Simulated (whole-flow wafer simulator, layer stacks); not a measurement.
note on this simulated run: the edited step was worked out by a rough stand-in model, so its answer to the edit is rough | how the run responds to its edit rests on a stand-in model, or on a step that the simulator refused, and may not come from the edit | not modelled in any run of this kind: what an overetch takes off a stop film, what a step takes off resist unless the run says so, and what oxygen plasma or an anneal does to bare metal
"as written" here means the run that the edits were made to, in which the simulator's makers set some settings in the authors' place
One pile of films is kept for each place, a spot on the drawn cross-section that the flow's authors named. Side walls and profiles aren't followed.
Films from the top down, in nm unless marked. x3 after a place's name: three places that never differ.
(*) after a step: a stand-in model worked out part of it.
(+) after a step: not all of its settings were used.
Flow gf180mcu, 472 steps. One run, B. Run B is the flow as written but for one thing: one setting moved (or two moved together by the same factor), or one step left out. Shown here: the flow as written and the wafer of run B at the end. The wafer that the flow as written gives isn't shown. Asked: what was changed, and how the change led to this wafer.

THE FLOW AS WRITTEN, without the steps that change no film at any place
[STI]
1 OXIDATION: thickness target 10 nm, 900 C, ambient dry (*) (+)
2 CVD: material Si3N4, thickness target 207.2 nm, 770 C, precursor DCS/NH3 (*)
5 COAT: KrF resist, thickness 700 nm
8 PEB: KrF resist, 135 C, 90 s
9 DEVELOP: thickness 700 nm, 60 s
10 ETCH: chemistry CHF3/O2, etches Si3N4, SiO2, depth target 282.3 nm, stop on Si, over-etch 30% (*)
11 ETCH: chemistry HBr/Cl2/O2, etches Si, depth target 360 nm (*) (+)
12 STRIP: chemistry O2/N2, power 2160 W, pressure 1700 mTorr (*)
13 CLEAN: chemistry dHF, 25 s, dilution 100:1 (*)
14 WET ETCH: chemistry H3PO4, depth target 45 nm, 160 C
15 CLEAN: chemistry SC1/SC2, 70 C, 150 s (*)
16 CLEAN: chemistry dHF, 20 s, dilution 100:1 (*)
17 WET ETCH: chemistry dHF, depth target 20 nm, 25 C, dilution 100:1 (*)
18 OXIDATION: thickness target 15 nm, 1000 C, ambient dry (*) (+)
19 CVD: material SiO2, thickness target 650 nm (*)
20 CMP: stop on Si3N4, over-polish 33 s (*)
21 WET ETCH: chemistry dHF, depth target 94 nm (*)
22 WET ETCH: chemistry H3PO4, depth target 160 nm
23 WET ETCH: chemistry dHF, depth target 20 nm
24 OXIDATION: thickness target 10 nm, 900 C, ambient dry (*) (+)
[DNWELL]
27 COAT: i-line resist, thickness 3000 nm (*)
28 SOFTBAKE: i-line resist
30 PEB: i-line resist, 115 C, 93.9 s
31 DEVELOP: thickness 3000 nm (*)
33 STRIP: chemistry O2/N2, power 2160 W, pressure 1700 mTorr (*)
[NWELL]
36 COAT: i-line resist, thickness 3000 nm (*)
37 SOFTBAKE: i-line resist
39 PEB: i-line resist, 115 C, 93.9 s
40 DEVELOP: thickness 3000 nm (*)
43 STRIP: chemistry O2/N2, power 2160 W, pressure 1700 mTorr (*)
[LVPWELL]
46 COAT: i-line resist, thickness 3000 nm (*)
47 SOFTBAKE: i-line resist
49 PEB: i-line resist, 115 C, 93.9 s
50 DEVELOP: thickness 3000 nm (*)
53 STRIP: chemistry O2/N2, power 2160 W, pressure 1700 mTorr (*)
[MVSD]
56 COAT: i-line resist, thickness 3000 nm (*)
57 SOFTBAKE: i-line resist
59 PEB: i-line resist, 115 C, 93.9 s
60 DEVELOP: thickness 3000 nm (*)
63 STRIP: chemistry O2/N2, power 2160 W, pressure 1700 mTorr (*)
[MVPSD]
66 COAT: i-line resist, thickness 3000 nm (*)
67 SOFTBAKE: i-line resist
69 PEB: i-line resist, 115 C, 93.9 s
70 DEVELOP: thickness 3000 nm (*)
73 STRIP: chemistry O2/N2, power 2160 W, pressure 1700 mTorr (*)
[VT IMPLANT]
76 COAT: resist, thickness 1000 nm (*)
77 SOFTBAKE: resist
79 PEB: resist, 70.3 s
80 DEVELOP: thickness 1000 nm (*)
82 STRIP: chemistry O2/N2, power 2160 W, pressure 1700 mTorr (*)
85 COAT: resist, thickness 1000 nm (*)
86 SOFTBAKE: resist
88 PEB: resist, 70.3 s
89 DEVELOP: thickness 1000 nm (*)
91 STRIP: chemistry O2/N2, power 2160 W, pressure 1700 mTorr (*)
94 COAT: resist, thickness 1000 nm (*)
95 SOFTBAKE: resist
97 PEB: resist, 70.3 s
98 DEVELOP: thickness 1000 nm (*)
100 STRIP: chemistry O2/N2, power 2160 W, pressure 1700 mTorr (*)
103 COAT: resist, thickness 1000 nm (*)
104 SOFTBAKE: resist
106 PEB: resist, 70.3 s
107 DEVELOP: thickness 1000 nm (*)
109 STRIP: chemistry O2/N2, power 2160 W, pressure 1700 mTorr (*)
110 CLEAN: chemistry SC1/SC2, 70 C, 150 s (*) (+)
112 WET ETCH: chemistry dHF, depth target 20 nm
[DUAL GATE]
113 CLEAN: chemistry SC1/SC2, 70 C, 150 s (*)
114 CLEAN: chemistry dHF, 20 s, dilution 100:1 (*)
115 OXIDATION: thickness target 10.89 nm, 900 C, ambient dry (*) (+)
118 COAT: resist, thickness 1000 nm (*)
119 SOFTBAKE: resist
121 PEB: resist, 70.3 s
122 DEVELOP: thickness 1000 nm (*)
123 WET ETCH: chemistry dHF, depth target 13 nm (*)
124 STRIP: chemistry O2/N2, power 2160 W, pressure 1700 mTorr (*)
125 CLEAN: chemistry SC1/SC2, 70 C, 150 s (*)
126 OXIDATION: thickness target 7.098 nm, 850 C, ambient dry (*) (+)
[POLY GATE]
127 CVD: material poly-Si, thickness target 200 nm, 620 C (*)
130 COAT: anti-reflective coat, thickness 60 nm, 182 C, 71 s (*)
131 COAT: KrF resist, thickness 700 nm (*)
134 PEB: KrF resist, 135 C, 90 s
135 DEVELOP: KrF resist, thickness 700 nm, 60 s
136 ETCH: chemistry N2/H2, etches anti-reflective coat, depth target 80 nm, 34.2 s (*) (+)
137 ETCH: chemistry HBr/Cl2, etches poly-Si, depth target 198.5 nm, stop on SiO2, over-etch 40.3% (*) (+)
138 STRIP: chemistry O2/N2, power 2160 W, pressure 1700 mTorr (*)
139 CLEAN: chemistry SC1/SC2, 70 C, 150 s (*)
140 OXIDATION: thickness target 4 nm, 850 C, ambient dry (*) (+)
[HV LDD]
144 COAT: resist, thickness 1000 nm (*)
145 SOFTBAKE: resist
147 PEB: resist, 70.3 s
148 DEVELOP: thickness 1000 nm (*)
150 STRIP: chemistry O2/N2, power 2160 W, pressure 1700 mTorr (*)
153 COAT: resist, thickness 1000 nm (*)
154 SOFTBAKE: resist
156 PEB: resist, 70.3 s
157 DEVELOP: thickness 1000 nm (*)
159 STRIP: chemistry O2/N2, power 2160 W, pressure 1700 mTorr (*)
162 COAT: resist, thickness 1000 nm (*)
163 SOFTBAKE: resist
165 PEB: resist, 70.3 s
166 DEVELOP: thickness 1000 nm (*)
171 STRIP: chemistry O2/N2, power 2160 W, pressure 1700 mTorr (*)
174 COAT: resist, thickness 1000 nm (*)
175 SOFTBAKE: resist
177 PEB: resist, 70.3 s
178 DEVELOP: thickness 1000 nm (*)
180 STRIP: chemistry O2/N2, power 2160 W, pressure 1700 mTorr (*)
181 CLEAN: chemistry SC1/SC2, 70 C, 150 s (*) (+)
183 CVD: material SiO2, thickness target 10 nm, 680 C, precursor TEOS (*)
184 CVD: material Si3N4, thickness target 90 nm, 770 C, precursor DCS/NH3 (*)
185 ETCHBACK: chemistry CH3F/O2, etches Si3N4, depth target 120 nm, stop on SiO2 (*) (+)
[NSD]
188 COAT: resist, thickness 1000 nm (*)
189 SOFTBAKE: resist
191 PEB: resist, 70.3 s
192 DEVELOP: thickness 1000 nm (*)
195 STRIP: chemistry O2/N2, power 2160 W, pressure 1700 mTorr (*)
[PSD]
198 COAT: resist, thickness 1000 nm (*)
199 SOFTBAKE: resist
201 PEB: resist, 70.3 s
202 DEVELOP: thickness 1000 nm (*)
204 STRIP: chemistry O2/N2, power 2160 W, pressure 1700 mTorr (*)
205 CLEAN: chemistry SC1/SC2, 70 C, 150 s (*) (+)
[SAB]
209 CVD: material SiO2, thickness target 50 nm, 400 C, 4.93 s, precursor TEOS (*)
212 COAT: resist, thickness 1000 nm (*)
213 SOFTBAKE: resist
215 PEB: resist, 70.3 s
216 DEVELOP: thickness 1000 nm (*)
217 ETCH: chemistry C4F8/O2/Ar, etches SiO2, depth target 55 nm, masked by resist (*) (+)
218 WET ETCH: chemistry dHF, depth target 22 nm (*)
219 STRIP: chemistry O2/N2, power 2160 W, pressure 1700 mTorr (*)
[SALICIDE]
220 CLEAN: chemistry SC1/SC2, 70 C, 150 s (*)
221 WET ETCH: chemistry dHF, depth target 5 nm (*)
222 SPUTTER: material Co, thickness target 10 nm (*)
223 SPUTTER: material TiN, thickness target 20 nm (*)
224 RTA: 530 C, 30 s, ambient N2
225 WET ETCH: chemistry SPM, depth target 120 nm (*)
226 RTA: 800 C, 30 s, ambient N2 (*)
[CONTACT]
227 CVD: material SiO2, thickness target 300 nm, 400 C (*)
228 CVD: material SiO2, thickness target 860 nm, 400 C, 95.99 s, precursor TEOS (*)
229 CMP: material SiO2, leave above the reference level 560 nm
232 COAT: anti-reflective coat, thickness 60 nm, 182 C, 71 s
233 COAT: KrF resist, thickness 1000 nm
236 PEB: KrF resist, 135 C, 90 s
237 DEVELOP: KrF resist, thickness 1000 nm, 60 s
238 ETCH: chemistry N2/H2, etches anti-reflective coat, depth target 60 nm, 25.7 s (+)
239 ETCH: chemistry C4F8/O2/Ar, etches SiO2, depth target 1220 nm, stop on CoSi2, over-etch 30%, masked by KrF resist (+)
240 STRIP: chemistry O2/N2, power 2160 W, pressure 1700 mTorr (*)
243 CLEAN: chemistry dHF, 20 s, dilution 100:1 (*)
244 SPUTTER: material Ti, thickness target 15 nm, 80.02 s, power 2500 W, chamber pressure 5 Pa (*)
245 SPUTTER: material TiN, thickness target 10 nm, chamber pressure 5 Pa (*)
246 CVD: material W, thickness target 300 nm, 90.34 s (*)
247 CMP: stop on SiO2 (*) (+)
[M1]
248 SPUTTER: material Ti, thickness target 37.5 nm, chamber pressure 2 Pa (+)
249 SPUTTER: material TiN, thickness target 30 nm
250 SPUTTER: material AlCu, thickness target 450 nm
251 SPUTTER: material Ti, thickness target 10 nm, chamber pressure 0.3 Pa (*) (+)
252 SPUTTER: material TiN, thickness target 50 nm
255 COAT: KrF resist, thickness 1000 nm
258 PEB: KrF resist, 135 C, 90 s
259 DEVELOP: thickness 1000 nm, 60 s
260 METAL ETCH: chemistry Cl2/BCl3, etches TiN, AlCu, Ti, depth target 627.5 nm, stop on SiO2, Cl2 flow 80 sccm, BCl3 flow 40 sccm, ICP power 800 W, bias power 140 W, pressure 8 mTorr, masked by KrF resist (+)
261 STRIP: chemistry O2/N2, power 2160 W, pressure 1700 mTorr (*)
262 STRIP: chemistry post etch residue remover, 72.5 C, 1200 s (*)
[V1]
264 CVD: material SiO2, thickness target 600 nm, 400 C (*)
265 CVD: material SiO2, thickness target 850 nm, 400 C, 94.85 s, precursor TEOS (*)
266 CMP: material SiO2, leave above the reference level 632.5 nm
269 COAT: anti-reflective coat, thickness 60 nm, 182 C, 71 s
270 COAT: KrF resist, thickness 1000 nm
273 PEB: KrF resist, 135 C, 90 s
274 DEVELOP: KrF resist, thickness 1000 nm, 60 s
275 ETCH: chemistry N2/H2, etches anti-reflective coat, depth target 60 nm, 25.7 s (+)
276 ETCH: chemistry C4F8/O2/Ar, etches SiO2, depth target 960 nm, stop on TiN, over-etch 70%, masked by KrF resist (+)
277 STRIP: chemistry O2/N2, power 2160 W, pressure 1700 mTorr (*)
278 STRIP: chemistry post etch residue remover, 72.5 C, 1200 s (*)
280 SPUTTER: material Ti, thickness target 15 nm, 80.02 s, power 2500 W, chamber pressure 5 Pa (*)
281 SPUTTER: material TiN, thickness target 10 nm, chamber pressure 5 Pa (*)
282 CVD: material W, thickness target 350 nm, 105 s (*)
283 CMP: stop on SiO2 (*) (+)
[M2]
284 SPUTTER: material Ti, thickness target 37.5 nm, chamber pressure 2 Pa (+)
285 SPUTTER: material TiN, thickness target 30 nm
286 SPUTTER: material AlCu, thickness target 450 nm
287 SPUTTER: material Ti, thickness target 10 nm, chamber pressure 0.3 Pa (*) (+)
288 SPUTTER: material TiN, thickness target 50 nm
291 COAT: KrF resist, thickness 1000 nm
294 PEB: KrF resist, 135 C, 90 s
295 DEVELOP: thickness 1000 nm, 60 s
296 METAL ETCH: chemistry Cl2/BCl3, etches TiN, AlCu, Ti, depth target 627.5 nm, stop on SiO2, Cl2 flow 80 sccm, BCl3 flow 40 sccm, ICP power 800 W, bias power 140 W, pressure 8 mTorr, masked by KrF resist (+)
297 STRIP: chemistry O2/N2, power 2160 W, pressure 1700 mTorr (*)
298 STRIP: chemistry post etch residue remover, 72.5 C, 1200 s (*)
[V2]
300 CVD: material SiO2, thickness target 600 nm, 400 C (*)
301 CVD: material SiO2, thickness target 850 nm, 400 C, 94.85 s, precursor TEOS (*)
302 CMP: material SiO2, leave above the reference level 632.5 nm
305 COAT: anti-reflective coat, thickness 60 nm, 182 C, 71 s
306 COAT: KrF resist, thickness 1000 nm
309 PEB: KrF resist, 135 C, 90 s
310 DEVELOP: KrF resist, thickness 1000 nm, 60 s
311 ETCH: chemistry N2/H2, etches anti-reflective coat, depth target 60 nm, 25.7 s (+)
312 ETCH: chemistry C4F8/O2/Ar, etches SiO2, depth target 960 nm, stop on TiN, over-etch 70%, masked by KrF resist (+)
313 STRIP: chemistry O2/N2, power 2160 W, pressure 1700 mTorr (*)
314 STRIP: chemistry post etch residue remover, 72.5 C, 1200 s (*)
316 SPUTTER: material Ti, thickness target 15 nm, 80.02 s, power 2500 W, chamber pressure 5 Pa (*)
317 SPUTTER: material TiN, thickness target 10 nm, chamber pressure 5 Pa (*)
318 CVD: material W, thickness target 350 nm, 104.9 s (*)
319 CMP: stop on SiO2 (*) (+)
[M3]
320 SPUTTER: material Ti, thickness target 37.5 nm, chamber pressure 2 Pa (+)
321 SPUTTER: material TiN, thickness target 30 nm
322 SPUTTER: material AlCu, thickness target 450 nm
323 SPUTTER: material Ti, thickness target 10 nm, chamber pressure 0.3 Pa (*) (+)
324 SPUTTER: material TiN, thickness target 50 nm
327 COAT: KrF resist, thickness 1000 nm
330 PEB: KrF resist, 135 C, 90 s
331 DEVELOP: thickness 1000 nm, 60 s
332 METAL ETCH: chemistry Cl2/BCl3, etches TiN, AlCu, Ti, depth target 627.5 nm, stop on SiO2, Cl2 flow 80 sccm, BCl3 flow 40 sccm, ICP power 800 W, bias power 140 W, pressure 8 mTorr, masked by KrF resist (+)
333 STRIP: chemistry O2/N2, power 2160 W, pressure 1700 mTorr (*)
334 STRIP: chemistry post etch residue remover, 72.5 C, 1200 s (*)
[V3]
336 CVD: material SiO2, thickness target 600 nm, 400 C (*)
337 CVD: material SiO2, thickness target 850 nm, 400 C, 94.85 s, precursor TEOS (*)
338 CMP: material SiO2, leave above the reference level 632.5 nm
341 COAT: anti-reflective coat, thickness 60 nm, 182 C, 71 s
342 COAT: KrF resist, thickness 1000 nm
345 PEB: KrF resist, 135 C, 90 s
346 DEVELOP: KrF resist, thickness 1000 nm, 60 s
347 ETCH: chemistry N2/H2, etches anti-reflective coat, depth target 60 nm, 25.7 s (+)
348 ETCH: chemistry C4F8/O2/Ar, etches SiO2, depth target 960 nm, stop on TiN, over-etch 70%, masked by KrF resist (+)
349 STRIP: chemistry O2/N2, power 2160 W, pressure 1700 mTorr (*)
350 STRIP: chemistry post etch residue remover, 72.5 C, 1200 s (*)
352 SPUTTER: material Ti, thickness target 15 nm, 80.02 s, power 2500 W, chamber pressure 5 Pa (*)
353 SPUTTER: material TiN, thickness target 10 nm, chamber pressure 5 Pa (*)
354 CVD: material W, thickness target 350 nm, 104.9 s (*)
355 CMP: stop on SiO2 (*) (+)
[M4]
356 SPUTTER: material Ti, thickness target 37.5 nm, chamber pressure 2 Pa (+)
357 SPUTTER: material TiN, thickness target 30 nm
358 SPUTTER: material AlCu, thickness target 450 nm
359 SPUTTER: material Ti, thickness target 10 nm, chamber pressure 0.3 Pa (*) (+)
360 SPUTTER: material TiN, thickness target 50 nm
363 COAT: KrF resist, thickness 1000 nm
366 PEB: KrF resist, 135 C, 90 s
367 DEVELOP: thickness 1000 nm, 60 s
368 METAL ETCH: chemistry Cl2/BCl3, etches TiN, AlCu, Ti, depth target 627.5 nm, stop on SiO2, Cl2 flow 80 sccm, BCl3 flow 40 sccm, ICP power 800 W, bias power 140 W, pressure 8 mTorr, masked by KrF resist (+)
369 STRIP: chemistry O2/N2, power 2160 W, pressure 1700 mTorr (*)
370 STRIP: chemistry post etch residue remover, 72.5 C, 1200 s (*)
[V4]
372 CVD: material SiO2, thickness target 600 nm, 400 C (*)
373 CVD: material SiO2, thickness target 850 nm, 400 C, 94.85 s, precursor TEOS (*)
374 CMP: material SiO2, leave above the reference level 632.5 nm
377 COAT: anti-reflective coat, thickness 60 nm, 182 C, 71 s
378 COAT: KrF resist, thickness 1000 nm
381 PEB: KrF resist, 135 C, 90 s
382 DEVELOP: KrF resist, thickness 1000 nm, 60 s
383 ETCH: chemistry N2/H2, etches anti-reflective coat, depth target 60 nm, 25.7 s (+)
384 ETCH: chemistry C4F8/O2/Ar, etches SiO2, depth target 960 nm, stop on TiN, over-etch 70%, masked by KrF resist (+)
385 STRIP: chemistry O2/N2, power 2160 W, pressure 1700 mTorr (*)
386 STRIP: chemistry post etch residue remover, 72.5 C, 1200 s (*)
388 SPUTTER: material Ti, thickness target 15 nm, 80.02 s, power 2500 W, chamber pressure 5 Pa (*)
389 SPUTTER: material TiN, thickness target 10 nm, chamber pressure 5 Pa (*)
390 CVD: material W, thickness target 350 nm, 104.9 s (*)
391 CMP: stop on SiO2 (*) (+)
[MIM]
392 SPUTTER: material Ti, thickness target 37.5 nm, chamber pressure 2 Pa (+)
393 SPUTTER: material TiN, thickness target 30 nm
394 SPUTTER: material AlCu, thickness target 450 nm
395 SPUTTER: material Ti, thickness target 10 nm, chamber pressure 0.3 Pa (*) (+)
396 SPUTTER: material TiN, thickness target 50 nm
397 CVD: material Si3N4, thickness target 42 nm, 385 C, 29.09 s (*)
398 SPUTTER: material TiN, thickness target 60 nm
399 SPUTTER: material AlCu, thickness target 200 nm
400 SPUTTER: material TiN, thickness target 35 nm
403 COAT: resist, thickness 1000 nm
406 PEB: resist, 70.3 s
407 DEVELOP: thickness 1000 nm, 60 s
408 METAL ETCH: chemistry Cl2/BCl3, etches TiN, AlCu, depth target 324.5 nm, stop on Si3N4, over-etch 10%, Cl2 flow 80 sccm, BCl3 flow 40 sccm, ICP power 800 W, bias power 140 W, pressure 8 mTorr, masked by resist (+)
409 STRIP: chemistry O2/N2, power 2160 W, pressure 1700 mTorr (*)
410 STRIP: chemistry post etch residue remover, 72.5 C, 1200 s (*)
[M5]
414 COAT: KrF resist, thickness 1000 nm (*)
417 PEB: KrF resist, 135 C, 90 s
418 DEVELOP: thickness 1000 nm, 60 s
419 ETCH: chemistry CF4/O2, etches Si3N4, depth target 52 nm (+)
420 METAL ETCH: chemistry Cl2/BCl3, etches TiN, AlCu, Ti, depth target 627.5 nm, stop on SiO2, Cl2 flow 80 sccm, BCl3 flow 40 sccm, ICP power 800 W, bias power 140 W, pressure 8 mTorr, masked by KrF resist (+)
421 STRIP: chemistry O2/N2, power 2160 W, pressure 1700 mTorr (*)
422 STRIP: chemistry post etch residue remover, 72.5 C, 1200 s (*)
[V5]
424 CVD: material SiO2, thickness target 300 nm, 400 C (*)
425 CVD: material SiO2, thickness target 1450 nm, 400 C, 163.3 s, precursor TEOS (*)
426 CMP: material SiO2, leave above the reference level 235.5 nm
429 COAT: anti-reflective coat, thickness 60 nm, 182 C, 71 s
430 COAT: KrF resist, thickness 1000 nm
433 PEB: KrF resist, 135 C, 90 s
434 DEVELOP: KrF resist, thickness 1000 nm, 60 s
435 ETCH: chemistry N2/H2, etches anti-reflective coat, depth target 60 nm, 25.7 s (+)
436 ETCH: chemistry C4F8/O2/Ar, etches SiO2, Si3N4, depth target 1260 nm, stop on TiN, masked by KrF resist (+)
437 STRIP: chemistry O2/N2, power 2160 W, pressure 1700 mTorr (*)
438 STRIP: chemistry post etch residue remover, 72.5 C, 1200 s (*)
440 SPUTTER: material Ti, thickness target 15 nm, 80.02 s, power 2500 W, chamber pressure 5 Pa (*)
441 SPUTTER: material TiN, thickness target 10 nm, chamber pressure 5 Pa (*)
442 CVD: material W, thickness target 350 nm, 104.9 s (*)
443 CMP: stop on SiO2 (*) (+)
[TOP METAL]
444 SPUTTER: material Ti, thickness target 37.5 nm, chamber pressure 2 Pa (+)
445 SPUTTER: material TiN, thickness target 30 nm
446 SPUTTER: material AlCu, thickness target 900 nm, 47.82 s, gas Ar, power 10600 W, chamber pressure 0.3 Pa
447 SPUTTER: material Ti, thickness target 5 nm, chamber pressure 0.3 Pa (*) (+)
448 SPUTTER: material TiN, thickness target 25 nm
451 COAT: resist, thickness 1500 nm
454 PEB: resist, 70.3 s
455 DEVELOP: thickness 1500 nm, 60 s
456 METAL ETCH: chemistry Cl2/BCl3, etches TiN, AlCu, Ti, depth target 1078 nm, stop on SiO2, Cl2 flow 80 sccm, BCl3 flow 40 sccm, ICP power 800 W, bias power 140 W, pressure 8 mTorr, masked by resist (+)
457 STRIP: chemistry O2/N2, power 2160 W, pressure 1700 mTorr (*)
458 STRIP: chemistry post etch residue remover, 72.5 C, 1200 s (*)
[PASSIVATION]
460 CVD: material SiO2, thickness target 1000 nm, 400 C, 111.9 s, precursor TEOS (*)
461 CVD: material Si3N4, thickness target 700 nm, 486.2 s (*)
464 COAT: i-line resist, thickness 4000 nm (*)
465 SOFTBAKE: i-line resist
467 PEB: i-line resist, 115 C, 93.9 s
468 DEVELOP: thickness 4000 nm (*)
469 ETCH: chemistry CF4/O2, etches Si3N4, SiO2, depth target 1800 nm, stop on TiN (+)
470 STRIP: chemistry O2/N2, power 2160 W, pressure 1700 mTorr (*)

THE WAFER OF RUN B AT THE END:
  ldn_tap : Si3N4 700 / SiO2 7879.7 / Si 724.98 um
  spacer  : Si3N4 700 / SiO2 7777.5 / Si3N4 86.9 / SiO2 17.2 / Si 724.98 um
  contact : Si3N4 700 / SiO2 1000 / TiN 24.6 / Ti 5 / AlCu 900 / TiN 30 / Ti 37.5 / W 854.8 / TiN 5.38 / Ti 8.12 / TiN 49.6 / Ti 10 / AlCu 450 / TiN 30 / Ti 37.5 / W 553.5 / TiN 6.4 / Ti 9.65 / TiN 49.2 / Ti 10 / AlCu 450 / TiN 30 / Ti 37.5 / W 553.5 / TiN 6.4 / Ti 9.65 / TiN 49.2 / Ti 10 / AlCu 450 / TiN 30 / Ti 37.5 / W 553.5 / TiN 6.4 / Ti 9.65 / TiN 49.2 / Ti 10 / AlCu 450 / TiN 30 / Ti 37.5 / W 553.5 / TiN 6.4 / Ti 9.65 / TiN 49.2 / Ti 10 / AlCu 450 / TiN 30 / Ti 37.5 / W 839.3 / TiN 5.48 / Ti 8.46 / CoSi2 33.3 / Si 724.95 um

The cause: step 218, WET ETCH: depth target 11.9 nm was run, where the flow has depth target 22 nm.

How the change led to this, step by step:
  218 WET ETCH: chemistry dHF, depth target 22 nm (*)
      ldn_tap, ldn_src, ldn_drn, ldp_tap, ldp_src, ldp_drn, ldp_gr: SiO2 -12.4 (as written it would be: SiO2 -16 (all of it))
      ld_drn_n, ld_sd_p: SiO2 -12.1 (as written it would be: SiO2 -14.8 (all of it))
      (and at 55 more places)
  219 STRIP: chemistry O2/N2, power 2160 W, pressure 1700 mTorr (*)
      active_hv, active_nat, ld_sd_n and 10 more: nothing (as written it would be: chemical SiO2 +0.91 (new film), Si -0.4)
  221 WET ETCH: chemistry dHF, depth target 5 nm (*)
      ldn_tap, ldn_src, ldn_drn, ldp_tap, ldp_src, ldp_drn, ldp_gr: SiO2 -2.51 (as written it would be: chemical SiO2 -0.76 (all of it))
      ld_drn_n, ld_sd_p: SiO2 -2.34 (all of it) (as written it would be: chemical SiO2 -0.76 (all of it))
      (and at 4 more places)
  223 SPUTTER: material TiN, thickness target 20 nm (*)
      field__w12: TiN +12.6 (new film) (as written it would be: TiN +12 (new film))
      ld_sd_n: TiN +16.3 (new film) (as written it would be: TiN +15.5 (new film))
  224 RTA: 530 C, 30 s, ambient N2
      ldn_tap, ldn_src, ldn_drn, ldp_tap, ldp_src, ldp_drn, ldp_gr: nothing (as written it would be: under 1 film: CoSi +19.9 (new film), Co -10 (all of it), Si -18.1)
  225 WET ETCH: chemistry SPM, depth target 120 nm (*)
      ldn_tap, ldn_src, ldn_drn, ldp_tap, ldp_src, ldp_drn, ldp_gr: TiN -20 (all of it), Co -10 (all of it) (as written it would be: TiN -20 (all of it))
      field__w12: TiN -12.6 (all of it), Co -6.36 (all of it) (as written it would be: TiN -12 (all of it), Co -6.15 (all of it))
      (and at 1 more place)
  226 RTA: 800 C, 30 s, ambient N2 (*)
      ldn_tap, ldn_src, ldn_drn, ldp_tap, ldp_src, ldp_drn, ldp_gr: nothing (as written it would be: CoSi2 +35 (new film), CoSi -19.9 (all of it), Si -18.1)
      ld_sd_p: CoSi2 +29.1 (new film), CoSi -16.5 (all of it), Si -15.1 (as written it would be: CoSi2 +28.4 (new film), CoSi -16.1 (all of it), Si -14.7)
  227 CVD: material SiO2, thickness target 300 nm, 400 C (*)
      ldn_tap, ldn_src, ldn_drn, ldp_tap, ldp_src, ldp_drn, ldp_gr: SiO2 +300 (as written it would be: SiO2 +300 (new film))
  229 CMP: material SiO2, leave above the reference level 560 nm
      ldn_sep__w1, ldn_sep__w2, ldn_dft and 8 more: SiO2 -322.2 (as written it would be: SiO2 -311)
      sti, mim_1p0, pad, dice_street, iso_nw_fld, iso_fld_sub: SiO2 -307.9 (as written it would be: SiO2 -296.8)
      (and at 34 more places)
Counting metal films that touch as one body, ldn_tap has 0 bodies; the flow as written gives 1 body.
